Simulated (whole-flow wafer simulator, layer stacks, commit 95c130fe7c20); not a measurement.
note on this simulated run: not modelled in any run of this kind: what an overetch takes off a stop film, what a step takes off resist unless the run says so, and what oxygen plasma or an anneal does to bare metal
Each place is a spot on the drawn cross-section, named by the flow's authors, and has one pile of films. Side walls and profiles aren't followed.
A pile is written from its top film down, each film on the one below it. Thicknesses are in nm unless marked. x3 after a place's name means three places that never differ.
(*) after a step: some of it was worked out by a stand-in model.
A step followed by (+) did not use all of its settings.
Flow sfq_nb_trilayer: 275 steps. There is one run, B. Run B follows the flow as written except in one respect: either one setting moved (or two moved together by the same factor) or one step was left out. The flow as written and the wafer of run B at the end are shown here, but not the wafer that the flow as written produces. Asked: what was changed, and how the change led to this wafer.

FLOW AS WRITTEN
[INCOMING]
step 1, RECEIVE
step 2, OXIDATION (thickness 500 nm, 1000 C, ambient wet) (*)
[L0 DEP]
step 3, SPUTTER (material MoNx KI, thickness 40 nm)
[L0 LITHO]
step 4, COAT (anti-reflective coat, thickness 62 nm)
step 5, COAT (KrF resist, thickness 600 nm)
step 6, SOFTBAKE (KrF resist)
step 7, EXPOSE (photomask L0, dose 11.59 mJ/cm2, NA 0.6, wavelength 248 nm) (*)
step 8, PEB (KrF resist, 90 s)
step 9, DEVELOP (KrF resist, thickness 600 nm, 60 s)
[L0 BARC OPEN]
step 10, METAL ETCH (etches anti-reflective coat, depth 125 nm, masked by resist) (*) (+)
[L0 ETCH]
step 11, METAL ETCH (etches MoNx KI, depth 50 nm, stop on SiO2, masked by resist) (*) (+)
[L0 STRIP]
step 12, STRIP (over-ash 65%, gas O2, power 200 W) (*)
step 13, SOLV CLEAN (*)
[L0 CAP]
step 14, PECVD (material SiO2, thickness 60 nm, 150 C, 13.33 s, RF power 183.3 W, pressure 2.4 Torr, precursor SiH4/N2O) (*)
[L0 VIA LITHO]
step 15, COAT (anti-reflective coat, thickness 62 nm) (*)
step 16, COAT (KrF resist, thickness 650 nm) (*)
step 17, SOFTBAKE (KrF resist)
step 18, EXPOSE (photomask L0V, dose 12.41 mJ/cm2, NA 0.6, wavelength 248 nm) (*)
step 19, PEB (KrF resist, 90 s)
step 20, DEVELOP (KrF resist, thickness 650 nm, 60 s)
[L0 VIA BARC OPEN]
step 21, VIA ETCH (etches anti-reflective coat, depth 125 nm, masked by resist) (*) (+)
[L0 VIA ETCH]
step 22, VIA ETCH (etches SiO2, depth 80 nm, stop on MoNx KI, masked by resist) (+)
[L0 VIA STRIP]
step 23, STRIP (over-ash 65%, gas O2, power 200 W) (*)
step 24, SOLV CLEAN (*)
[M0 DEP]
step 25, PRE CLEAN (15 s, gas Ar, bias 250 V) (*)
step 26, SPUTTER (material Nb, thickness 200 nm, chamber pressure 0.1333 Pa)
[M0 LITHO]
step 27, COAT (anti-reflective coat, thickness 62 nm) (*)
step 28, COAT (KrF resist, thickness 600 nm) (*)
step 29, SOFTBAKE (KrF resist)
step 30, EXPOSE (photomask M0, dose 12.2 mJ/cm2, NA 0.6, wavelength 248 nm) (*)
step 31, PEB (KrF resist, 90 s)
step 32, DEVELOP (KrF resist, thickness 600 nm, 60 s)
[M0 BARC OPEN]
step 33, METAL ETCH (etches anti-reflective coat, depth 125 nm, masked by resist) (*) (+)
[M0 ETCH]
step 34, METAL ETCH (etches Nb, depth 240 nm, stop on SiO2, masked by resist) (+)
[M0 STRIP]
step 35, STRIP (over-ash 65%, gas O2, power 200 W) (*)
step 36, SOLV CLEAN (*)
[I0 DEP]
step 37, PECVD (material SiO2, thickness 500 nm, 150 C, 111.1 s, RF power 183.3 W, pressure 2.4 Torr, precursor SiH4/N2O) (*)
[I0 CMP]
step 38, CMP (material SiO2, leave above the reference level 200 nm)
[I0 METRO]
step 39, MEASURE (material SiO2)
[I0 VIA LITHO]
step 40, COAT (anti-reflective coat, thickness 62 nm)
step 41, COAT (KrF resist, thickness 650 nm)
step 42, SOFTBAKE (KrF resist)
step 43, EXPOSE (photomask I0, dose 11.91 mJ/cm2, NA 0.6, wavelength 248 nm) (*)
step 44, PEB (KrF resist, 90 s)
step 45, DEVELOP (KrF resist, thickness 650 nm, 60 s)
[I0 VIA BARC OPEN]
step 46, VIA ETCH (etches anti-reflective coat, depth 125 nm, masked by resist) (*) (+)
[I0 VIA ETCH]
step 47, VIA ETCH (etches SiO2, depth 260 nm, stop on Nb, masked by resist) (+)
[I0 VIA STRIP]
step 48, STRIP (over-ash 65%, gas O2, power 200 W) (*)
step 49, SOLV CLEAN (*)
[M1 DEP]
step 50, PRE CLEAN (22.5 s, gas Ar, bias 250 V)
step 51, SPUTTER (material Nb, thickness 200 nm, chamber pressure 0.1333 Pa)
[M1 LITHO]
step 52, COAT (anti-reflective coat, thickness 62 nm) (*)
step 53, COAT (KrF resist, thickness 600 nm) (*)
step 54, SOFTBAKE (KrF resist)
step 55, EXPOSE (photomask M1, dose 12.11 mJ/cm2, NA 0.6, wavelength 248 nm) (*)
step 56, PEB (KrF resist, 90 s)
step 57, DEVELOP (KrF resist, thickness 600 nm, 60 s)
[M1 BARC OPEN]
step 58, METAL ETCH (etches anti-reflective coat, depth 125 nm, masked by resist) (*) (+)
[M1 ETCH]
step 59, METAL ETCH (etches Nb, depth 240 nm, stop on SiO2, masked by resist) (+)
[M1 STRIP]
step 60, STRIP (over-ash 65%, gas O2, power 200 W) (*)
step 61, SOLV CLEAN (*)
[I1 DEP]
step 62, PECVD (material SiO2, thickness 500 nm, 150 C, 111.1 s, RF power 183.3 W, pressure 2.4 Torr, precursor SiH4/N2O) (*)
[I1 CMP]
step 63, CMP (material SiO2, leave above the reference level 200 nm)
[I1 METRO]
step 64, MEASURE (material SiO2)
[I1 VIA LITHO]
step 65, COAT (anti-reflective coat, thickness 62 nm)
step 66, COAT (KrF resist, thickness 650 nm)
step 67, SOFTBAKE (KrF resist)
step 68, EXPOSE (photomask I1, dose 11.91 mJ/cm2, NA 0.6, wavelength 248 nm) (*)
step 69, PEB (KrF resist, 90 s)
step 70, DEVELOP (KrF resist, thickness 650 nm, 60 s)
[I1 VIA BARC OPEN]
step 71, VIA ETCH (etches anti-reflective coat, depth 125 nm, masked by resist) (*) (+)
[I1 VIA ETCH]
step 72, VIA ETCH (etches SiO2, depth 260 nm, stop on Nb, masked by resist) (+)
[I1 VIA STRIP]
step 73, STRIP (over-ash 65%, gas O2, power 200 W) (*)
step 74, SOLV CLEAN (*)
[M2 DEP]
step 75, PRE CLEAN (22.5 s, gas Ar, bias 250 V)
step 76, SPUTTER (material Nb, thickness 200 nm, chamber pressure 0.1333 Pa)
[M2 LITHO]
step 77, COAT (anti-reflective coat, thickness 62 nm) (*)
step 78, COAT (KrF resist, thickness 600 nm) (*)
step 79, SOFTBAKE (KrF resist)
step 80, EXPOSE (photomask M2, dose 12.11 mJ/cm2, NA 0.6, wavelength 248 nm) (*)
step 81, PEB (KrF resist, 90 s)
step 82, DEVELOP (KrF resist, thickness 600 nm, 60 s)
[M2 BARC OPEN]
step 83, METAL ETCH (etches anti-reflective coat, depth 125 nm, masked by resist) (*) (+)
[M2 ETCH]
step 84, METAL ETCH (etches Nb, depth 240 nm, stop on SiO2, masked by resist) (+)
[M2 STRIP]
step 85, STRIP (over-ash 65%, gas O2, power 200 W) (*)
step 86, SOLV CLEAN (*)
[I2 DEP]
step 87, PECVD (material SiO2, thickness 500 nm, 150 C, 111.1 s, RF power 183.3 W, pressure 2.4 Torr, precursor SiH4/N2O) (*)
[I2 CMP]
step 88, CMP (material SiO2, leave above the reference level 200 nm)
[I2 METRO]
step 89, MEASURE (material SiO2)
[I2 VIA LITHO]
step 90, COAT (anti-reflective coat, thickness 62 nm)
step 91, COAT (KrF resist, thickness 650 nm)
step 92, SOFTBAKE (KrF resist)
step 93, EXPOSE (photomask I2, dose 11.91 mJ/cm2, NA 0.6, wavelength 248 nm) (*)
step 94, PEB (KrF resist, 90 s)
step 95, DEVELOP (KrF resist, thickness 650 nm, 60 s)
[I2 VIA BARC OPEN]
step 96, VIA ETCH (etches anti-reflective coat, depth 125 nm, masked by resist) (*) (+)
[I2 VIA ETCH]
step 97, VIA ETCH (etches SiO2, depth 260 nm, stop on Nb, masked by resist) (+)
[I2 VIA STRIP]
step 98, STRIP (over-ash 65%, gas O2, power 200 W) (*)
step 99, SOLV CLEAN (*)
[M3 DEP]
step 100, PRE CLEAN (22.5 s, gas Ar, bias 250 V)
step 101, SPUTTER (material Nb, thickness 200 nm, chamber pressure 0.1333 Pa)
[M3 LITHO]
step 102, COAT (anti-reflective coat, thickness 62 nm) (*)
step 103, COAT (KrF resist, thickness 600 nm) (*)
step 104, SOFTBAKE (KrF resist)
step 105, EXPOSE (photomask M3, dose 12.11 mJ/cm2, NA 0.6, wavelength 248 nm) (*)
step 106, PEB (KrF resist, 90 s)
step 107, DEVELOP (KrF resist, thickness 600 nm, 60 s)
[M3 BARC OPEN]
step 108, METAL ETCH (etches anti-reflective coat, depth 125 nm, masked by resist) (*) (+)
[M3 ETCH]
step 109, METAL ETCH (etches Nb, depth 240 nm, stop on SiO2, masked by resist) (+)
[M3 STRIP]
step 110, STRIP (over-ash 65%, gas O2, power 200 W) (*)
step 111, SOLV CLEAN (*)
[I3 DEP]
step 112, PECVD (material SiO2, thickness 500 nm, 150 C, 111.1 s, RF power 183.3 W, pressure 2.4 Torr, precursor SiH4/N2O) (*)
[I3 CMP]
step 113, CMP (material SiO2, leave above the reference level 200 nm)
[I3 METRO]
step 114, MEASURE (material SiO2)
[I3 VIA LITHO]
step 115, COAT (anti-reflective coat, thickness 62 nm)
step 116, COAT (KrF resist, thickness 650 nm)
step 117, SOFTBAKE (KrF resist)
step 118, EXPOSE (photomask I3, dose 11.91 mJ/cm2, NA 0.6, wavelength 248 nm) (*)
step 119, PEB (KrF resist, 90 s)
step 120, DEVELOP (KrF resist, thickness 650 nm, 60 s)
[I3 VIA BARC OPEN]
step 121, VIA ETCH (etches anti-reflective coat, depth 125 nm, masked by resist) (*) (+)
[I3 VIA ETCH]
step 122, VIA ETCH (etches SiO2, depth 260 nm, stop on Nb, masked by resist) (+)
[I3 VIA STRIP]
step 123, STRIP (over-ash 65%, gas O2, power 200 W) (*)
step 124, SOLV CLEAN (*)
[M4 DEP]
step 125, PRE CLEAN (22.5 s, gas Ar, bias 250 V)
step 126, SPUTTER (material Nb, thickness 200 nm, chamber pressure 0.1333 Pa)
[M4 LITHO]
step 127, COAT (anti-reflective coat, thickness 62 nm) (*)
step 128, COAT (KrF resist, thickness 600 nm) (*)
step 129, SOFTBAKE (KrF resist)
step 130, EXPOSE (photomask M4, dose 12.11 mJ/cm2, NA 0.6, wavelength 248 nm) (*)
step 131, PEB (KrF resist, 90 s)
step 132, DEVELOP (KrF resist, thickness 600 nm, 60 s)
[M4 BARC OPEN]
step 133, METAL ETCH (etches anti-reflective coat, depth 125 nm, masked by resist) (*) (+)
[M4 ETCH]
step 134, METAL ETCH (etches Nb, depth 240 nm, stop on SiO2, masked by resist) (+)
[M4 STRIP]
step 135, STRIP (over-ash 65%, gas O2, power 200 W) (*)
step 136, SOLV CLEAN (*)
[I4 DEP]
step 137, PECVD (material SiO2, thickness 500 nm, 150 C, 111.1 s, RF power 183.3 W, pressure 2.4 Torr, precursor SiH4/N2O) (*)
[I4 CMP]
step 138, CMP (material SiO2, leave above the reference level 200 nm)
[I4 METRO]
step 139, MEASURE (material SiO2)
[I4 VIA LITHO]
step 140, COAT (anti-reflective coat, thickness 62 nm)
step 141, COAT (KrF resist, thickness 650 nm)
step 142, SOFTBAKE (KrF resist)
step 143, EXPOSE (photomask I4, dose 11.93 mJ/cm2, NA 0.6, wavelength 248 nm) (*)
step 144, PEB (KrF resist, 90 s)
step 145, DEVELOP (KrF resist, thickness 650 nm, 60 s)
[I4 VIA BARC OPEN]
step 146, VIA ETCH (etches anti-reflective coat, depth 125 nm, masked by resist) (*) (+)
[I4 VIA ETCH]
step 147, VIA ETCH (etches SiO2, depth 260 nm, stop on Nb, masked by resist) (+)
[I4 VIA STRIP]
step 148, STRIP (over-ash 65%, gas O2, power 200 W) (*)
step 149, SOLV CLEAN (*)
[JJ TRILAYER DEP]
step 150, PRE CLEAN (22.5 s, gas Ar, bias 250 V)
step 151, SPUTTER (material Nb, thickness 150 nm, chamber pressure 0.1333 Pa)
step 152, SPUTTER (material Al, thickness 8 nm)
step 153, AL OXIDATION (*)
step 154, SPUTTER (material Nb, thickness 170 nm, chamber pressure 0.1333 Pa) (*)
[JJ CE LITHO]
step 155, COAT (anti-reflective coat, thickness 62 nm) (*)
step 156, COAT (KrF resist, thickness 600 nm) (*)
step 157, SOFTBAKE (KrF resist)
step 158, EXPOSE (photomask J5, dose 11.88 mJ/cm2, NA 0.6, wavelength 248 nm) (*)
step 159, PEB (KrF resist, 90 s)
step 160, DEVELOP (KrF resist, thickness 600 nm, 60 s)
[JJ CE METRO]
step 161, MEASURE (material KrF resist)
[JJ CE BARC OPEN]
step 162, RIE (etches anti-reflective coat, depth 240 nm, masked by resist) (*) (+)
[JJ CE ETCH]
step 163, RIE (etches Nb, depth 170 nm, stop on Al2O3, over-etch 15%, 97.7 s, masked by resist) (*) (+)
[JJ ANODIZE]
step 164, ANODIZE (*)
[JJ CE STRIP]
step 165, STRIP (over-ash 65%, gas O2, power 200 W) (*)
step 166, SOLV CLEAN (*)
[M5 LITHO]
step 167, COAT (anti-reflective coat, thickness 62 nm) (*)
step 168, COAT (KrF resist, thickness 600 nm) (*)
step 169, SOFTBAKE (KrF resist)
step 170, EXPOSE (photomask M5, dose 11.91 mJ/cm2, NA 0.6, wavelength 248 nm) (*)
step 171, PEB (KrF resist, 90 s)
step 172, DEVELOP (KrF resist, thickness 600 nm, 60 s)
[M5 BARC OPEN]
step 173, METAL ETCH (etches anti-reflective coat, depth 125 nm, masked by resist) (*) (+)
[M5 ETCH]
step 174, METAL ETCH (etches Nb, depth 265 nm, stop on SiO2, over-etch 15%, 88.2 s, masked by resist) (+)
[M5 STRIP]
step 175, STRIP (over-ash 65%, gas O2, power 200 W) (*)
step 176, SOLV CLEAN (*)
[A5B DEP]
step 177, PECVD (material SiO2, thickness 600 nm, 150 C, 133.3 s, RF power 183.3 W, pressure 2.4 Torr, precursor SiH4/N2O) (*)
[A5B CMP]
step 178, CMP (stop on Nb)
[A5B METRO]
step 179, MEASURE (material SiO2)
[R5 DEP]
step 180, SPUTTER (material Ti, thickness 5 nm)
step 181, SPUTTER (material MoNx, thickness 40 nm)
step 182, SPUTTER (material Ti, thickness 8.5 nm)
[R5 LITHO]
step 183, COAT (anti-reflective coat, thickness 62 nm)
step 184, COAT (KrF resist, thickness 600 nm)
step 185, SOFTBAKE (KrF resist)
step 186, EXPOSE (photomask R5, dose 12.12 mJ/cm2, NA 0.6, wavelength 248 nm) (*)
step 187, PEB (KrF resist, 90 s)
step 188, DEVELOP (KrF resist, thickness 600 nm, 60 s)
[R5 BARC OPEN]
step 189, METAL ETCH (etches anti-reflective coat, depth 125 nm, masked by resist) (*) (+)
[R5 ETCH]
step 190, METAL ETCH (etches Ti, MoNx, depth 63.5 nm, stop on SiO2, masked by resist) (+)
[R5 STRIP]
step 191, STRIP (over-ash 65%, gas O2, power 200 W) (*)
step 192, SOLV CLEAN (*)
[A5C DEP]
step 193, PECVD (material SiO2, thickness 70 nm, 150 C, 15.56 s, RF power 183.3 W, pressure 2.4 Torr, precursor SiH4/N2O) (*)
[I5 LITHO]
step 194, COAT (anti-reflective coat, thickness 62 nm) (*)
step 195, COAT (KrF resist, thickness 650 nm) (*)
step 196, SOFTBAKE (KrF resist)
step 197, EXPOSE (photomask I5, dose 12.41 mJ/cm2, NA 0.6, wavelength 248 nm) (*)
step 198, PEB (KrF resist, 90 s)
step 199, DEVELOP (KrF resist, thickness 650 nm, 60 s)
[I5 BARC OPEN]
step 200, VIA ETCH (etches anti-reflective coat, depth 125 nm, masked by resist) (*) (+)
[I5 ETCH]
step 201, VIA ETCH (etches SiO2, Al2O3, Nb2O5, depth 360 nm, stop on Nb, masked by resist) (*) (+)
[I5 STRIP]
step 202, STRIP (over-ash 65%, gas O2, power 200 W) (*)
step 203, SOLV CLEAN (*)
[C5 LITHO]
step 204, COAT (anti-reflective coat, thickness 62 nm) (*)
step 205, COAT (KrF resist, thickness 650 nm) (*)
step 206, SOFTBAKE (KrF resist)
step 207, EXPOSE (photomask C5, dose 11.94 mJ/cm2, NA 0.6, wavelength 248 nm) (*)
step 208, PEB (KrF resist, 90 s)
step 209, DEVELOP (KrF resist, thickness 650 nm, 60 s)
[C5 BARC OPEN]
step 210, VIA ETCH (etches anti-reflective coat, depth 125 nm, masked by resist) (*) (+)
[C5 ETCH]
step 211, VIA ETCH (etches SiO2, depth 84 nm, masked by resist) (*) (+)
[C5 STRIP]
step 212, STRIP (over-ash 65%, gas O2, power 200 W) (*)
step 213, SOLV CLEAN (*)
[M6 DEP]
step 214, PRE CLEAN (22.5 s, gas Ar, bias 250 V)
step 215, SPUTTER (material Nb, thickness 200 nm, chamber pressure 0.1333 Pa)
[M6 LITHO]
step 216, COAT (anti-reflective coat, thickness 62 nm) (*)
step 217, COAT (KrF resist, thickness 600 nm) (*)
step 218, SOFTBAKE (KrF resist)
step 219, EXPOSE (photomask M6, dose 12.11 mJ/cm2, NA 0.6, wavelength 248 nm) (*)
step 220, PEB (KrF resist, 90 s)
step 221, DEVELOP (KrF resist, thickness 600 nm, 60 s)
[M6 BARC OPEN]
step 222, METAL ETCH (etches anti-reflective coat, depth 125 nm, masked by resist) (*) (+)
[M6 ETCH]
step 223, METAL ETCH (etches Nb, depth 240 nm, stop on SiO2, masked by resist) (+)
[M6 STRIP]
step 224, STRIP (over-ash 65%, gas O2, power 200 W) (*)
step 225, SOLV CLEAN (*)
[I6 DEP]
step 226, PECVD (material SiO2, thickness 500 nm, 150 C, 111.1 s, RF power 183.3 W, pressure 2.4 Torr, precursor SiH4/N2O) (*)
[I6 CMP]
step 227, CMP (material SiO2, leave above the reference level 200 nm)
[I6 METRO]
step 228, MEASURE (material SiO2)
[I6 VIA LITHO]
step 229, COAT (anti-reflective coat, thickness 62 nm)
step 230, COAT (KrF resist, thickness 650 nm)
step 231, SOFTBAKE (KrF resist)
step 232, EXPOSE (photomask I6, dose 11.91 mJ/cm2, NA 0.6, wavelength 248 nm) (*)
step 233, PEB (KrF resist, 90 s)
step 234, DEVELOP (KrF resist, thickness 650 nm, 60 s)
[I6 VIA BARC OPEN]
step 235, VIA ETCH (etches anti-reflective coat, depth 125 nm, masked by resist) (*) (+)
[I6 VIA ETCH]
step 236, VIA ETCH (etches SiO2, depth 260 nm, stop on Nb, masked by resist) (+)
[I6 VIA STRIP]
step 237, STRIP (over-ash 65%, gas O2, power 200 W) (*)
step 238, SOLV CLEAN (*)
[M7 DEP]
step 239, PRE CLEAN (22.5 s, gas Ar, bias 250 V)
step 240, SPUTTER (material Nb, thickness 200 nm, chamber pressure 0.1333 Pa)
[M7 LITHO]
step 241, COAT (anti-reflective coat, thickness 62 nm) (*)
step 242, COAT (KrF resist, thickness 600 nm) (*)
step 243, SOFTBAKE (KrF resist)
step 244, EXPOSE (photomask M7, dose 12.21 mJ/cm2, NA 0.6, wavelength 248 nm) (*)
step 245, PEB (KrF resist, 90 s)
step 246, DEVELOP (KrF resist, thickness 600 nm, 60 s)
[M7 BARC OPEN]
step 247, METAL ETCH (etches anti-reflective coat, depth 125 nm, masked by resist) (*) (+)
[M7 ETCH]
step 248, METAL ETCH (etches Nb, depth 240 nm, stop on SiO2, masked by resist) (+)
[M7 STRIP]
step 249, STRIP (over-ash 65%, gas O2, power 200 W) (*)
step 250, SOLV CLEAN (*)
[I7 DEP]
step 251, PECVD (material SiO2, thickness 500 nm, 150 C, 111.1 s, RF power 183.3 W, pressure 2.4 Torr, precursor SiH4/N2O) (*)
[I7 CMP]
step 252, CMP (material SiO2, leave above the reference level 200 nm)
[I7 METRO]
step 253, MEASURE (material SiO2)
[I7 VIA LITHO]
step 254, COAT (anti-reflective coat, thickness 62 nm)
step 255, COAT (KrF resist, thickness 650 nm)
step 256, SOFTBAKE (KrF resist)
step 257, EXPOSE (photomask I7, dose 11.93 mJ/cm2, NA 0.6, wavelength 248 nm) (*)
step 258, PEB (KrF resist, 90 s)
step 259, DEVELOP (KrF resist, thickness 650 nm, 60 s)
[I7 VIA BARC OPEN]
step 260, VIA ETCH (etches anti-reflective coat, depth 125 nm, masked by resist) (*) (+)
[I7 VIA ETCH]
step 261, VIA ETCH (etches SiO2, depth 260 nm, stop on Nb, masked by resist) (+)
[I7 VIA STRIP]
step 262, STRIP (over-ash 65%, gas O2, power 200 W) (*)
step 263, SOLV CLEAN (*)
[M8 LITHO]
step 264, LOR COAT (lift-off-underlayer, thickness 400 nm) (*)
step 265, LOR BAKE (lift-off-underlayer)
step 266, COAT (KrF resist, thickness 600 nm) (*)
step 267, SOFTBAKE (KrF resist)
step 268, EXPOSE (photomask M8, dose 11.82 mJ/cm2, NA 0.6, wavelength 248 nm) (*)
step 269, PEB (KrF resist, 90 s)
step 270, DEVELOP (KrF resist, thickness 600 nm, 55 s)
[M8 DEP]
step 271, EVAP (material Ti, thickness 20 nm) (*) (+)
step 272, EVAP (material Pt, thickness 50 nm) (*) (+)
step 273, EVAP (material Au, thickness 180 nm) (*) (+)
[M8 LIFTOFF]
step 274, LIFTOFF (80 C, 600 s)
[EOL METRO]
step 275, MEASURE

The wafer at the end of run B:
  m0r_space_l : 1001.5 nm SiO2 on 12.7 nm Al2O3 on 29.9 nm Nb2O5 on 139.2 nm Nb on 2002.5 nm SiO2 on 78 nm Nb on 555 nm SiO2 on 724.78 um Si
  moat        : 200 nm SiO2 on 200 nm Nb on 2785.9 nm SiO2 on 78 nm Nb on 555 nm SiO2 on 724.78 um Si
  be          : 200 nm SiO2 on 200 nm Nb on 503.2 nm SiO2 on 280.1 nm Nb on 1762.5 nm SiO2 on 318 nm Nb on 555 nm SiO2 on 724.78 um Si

Cause: step 26, SPUTTER: thickness 318 nm was run, whereas the flow has thickness 200 nm.
The wafer itself shows it: be has Nb 318, and step 26 as written asks for 200 nm.

How this came from the change, step by step:
  step 26, SPUTTER (material Nb, thickness 200 nm, chamber pressure 0.1333 Pa)
      field_l, v_sur, via_wl and 102 more: Nb gains 318 (new film) (as written it would have been: Nb gains 200 (new film))
      l0v: Nb gains 314 (new film) (as written it would have been: Nb gains 195.7 (new film))
  step 34, METAL ETCH (etches Nb, depth 240 nm, stop on SiO2, masked by resist) (+)
      moat, m0r_space_l, m0r_space_r: Nb loses 240 (as written it would have been: Nb loses 200 (all of it))
  step 37, PECVD (material SiO2, thickness 500 nm, 150 C, 111.1 s, RF power 183.3 W, pressure 2.4 Torr, precursor SiH4/N2O) (*)
      moat, m0r_space_l, m0r_space_r: SiO2 gains 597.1 (new film) (as written it would have been: SiO2 gains 557.1)
If metal films that touch count as one body, m0r_space_l has 2 bodies (between them, from the top down: SiO2 2002.5); the flow as written gives 1 body.
If metal films that touch count as one body, moat has 2 bodies (between them, from the top down: SiO2 2785.9); the flow as written gives 1 body.
